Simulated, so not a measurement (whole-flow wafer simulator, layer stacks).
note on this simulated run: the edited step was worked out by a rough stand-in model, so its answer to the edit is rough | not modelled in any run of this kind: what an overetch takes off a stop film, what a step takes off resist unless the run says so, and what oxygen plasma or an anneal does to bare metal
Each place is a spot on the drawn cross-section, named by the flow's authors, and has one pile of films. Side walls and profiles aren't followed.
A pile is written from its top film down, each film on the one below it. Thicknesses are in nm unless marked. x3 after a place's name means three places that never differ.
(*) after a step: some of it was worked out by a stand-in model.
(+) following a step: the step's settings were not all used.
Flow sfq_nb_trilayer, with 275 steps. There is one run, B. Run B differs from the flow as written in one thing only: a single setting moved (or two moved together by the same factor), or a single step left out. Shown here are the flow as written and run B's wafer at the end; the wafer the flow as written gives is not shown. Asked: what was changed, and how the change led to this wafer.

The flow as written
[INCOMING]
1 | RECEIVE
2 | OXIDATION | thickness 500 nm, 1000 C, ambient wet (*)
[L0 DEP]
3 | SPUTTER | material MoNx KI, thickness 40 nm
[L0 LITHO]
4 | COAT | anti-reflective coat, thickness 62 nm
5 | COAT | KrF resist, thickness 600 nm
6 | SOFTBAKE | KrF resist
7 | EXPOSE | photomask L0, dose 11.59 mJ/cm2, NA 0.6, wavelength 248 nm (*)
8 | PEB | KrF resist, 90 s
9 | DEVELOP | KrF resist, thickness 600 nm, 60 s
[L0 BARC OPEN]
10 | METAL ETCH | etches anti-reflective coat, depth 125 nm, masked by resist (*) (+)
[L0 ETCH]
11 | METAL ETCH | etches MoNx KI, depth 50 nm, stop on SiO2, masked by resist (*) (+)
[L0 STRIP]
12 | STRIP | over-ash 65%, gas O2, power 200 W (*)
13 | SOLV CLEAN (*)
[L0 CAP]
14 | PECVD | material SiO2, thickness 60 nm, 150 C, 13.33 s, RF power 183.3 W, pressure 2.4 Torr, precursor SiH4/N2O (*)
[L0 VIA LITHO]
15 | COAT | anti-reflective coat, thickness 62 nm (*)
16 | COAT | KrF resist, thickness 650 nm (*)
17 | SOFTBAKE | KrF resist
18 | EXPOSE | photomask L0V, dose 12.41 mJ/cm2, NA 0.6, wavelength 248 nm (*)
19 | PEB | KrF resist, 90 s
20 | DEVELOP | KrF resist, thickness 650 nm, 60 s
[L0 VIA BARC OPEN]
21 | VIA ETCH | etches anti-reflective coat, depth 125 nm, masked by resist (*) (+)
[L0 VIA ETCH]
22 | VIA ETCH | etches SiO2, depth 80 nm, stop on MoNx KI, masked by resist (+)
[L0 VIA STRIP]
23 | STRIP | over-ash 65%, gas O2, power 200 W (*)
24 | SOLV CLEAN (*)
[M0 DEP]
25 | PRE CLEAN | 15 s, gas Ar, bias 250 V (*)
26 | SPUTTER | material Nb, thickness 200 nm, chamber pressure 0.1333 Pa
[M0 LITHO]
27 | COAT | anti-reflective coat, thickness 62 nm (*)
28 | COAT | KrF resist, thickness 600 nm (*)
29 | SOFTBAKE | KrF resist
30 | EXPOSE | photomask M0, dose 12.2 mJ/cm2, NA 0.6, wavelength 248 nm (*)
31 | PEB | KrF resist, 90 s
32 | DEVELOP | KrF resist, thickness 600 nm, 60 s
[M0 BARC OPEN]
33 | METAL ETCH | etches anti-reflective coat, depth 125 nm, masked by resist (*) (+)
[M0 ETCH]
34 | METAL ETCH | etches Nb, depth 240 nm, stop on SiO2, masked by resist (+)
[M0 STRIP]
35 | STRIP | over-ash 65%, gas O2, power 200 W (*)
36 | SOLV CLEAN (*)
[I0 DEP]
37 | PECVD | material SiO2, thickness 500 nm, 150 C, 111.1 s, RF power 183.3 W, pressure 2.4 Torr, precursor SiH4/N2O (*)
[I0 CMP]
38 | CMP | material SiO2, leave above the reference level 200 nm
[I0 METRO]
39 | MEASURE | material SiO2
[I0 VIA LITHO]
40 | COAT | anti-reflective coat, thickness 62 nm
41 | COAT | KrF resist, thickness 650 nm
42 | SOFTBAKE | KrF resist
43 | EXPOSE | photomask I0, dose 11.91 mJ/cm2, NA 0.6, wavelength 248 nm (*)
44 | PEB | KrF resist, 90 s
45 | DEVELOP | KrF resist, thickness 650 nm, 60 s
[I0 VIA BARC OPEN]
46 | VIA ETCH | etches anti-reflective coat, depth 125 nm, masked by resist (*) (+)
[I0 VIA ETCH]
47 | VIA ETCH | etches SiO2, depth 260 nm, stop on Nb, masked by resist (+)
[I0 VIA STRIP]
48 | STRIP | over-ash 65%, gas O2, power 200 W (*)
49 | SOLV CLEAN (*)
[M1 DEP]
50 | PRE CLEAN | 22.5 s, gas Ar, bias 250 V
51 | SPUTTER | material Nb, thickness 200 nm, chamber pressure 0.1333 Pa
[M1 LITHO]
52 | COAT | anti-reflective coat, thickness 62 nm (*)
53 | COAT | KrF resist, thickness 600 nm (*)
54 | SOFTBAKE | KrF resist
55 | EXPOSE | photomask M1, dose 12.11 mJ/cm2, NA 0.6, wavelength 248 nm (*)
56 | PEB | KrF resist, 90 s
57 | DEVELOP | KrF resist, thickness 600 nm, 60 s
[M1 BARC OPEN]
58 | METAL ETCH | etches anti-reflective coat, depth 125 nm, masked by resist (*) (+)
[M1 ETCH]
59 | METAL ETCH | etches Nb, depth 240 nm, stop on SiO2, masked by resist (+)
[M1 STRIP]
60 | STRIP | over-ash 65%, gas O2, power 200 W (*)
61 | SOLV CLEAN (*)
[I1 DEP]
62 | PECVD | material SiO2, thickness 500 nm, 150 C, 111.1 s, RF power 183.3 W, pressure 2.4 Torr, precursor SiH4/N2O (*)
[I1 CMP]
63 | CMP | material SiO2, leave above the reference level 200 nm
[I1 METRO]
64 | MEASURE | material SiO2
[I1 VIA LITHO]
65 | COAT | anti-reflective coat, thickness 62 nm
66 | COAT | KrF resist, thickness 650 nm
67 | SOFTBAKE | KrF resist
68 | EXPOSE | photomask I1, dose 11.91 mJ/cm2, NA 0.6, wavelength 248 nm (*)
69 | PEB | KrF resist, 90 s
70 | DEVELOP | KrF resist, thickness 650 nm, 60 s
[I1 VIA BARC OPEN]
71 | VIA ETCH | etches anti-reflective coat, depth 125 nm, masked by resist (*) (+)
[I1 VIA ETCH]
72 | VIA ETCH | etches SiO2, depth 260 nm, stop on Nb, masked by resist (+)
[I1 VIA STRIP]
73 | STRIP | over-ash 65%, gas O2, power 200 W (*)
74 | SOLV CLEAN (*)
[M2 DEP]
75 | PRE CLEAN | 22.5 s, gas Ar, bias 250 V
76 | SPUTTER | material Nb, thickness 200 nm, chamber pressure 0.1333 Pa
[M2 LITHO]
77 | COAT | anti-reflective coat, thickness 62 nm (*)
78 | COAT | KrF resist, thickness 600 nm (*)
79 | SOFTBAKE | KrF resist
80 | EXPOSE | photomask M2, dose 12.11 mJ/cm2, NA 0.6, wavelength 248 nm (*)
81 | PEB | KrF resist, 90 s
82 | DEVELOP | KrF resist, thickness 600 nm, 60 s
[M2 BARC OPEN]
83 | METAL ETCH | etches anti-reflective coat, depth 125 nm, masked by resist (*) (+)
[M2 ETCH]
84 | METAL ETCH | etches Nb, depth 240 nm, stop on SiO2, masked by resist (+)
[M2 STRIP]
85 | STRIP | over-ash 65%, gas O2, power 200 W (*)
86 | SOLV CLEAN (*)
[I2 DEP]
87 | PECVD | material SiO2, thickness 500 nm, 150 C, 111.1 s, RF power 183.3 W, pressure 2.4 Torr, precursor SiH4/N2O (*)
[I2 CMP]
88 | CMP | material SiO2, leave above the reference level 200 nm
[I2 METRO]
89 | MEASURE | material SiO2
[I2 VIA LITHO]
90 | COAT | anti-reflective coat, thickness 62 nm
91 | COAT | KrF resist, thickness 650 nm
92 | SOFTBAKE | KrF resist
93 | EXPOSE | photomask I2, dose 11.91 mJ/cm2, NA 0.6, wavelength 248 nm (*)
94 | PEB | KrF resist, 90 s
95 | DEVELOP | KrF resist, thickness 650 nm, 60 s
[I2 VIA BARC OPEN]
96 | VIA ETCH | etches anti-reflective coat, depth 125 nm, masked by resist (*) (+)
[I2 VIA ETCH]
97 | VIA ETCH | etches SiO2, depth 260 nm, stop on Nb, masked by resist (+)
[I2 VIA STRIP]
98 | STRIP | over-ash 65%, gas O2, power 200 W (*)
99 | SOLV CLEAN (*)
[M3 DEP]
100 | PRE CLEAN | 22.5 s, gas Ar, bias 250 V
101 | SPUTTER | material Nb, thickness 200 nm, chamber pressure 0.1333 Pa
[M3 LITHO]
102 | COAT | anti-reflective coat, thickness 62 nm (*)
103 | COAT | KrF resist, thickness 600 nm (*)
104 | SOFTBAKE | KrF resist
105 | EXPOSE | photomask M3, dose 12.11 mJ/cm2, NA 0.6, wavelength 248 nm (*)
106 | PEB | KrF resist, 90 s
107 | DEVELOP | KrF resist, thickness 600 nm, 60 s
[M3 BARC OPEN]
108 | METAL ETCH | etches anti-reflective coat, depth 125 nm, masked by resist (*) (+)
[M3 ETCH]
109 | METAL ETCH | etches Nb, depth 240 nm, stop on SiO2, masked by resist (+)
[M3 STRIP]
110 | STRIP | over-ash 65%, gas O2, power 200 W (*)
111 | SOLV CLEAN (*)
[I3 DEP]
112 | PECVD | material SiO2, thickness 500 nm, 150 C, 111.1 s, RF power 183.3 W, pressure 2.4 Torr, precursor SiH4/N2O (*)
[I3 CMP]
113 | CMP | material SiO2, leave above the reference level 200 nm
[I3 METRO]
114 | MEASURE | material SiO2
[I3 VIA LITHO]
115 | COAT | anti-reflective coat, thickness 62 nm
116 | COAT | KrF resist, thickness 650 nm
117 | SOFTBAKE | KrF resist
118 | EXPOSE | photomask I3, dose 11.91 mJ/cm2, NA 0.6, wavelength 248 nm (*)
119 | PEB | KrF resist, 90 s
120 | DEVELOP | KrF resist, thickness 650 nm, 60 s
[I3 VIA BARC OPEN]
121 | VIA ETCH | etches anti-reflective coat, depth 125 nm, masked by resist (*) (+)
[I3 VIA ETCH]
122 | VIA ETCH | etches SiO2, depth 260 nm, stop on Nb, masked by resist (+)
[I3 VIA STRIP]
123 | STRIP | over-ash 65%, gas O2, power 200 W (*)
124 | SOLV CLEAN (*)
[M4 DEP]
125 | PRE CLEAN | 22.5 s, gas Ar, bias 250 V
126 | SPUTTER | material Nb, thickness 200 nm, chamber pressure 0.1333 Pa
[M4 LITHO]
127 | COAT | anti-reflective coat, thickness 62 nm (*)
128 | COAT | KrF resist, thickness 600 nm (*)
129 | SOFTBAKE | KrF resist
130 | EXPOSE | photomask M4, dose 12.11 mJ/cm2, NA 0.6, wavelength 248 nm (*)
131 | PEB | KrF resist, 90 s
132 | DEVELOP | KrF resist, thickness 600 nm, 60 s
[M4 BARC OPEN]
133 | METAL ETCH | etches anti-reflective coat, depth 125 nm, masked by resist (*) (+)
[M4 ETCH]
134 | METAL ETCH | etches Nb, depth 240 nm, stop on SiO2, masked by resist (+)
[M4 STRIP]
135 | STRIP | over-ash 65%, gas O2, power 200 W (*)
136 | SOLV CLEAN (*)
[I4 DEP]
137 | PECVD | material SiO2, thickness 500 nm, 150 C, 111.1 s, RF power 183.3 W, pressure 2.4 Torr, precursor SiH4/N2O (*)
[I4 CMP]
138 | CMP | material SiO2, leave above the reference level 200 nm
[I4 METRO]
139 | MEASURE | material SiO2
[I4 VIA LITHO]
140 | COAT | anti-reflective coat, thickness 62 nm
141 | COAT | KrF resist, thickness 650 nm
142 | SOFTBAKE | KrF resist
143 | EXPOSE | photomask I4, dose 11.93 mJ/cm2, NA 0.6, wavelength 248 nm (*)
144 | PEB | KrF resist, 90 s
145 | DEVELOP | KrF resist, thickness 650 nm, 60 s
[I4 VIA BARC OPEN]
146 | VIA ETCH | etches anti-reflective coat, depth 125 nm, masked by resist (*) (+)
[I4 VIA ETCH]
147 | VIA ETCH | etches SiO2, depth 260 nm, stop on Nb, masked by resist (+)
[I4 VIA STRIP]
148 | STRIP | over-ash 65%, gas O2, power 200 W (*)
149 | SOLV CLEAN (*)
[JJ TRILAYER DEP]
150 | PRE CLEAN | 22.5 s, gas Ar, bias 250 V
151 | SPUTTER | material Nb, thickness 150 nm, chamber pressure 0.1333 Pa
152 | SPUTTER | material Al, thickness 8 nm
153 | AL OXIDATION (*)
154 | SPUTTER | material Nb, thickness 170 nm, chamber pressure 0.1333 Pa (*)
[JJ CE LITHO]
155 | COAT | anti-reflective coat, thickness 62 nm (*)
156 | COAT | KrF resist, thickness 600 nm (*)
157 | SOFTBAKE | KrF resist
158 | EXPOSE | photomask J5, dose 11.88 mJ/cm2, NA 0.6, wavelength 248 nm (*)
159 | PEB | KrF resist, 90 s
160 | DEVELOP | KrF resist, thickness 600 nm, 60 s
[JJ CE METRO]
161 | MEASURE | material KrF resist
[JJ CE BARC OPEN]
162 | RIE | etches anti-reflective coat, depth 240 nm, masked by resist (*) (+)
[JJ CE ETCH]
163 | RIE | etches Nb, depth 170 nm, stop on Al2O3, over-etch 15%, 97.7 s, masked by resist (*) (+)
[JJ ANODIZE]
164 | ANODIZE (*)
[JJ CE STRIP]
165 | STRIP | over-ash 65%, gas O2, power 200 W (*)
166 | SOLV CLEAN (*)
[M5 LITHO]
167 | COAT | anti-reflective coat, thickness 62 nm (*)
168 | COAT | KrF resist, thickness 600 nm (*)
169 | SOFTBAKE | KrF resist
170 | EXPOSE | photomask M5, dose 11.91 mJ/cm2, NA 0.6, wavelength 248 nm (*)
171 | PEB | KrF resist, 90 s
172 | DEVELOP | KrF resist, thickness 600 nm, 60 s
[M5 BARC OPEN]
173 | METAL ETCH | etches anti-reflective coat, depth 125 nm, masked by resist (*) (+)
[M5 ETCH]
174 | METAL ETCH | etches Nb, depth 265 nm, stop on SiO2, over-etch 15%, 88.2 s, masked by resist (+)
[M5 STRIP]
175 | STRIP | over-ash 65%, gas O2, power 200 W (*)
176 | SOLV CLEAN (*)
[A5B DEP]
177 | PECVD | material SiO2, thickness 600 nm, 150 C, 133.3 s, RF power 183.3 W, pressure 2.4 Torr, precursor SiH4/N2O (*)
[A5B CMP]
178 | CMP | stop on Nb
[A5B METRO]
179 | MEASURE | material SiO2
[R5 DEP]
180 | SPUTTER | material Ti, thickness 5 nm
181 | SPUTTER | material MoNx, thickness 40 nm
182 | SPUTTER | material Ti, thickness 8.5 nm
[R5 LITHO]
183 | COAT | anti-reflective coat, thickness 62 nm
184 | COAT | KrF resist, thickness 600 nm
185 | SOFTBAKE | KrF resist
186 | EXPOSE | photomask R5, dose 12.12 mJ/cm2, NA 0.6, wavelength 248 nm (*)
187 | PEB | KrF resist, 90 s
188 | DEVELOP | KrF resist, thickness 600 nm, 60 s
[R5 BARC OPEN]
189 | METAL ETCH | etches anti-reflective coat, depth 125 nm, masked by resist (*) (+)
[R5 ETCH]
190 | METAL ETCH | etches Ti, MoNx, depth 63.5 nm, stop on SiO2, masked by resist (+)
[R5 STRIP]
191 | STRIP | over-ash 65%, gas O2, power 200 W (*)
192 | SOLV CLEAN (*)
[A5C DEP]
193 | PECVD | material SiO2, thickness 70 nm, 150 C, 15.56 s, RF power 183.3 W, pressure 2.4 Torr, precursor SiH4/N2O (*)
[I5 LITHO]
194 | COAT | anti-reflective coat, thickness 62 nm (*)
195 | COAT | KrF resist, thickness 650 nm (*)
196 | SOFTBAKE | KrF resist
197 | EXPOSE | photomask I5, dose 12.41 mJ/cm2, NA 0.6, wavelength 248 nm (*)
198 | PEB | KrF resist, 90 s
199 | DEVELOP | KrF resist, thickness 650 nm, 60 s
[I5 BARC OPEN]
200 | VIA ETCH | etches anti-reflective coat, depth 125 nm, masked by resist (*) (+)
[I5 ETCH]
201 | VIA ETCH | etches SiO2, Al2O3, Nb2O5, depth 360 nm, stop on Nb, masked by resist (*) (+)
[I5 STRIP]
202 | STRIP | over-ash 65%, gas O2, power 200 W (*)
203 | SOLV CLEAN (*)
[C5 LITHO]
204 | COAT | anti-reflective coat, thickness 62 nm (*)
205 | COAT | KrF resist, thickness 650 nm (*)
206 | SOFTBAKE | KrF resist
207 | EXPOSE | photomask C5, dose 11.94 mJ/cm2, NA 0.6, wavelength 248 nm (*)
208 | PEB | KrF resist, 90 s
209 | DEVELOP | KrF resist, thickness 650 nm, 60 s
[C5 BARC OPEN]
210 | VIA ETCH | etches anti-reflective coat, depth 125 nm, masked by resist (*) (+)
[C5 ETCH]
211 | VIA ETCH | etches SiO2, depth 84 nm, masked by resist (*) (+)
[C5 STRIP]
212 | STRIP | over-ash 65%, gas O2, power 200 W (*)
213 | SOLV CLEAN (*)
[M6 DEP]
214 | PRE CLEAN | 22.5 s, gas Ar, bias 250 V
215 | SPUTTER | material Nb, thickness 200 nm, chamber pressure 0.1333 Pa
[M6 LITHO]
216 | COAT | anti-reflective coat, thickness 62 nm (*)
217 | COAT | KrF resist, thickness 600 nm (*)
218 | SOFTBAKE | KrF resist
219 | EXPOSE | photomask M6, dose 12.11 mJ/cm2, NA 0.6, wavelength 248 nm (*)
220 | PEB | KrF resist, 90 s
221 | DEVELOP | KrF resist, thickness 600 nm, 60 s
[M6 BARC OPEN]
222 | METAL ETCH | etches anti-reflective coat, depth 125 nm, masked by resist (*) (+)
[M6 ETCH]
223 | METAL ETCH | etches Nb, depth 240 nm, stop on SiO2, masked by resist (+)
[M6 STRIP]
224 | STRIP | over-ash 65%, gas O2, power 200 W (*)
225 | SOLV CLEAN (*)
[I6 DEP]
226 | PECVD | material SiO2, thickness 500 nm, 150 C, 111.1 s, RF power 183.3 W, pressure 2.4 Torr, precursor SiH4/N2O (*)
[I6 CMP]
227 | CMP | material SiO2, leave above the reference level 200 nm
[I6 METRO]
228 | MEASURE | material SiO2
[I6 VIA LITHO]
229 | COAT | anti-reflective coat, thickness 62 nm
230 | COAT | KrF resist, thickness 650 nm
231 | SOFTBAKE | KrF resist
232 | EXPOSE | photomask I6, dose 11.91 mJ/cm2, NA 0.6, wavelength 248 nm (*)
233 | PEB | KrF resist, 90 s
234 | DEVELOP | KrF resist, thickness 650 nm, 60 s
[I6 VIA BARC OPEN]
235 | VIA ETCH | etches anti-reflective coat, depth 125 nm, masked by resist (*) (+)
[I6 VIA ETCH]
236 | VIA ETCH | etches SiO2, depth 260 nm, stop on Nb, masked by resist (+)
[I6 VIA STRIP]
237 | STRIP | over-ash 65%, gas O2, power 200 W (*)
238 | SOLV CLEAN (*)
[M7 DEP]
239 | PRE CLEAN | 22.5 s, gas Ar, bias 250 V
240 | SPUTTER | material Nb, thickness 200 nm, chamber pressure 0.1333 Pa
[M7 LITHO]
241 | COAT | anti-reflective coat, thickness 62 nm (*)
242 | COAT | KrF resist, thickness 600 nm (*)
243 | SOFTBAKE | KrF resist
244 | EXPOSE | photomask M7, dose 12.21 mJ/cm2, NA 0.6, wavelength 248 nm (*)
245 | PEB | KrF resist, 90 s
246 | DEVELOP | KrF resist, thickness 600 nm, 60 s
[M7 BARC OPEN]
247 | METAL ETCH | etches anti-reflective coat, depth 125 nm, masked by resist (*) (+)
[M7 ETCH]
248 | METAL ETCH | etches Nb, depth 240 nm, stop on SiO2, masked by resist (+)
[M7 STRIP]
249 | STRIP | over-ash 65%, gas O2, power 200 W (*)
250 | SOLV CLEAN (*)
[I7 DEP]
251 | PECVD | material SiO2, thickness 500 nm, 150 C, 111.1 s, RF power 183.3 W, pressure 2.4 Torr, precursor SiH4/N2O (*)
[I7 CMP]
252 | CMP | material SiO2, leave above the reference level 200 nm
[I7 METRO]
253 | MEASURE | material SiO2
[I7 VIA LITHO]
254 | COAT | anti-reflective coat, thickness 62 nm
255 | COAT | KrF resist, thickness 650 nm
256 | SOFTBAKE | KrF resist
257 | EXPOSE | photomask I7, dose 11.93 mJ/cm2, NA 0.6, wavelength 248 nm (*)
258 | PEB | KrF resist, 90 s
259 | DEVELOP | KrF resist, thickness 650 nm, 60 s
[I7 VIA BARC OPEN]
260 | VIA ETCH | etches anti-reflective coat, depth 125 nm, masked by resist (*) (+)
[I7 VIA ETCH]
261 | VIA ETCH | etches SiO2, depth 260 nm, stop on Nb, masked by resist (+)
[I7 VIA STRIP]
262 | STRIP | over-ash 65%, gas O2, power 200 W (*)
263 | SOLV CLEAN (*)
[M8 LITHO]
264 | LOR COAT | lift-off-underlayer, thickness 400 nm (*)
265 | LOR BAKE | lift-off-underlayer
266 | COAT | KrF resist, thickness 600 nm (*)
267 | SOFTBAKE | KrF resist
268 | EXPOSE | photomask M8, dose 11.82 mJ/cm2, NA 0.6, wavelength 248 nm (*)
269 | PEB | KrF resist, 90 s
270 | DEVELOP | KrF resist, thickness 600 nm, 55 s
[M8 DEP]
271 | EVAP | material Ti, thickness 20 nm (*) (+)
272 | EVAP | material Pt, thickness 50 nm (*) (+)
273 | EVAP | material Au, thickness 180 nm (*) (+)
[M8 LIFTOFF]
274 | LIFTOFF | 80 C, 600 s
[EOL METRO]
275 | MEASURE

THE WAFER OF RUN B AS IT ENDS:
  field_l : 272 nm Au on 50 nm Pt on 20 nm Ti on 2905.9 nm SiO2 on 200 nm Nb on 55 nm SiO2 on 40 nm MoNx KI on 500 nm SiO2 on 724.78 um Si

Cause: step 273, EVAP: thickness 272 nm was run, whereas the flow has thickness 180 nm.
The wafer lets one read it off: field_l has Au 272, and step 273 as written asks for 180 nm.

Step by step, how the change led to this:
  273 | EVAP | material Au, thickness 180 nm (*) (+)
      field_l, v_sur, via_wl and 103 more: +272 Au (new film) (it would be, as written: +180 Au (new film))
  274 | LIFTOFF | 80 C, 600 s
      p4_fl, p4_fm, p4_w1 and 71 more: -272 Au (all of it), -50 Pt (all of it), -20 Ti (all of it), -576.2 KrF resist (all of it), -400 lift-off-underlayer (all of it) (it would be, as written: -180 Au (all of it), -50 Pt (all of it), -20 Ti (all of it), -576.2 KrF resist (all of it), -400 lift-off-underlayer (all of it))
      c5j, ce_r: -272 Au (all of it), -50 Pt (all of it), -20 Ti (all of it), -573.3 KrF resist (all of it), -399.3 lift-off-underlayer (all of it) (it would be, as written: -180 Au (all of it), -50 Pt (all of it), -20 Ti (all of it), -573.3 KrF resist (all of it), -399.3 lift-off-underlayer (all of it))
      (as well as at 19 more places)
